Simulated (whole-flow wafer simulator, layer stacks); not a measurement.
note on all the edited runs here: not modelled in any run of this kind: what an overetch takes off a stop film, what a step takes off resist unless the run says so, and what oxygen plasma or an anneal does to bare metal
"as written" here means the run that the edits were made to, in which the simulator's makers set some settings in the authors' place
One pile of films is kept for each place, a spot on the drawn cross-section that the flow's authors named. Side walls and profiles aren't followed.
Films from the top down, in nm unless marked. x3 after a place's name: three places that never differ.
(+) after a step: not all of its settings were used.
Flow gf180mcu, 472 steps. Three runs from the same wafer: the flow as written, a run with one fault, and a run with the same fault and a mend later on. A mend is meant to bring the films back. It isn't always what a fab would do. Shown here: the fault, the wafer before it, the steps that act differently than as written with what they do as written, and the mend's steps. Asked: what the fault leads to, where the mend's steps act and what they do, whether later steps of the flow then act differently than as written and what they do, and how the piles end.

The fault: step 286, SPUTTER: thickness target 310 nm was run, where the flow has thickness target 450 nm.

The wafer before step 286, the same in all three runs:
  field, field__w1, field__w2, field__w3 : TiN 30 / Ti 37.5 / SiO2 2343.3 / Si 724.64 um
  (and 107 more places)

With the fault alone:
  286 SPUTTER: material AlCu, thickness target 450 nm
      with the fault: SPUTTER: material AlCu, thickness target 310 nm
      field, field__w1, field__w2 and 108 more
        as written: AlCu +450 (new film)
        with the fault: AlCu +310 (new film)
  Later steps of the flow that act differently than as written:
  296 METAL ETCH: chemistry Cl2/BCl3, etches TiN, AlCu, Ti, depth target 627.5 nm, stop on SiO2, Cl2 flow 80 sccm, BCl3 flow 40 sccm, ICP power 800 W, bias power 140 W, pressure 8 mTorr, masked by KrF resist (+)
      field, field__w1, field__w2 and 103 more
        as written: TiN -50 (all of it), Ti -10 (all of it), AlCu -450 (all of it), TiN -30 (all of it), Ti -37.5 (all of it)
        with the fault: TiN -50 (all of it), Ti -10 (all of it), AlCu -310 (all of it), TiN -30 (all of it), Ti -37.5 (all of it)
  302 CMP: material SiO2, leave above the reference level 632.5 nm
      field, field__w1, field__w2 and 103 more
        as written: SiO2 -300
        with the fault: SiO2 -440
  At the end the piles differ from the flow's by more than 2% or 0.5 nm, whichever is larger, at field__w4, field__w8, contact and 9 more.
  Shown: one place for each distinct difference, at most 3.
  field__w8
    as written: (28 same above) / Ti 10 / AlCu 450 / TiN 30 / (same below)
    with the fault: (28 same above) / Ti 10 / AlCu 310 / TiN 30 / (same below)
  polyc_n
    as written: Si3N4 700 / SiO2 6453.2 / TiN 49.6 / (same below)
    with the fault: Si3N4 700 / SiO2 6313.2 / TiN 49.6 / (same below)
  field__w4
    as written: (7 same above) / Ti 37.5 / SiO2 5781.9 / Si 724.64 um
    with the fault: (7 same above) / Ti 37.5 / SiO2 5641.9 / Si 724.64 um

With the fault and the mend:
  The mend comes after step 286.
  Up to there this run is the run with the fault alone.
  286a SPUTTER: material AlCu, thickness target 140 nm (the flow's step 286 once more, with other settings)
      field, field__w1, field__w2 and 108 more
        AlCu +140
  No later step of the flow acts differently than as written at any place that is followed.
  At the end the piles are the same as the flow's at every place that both follow.
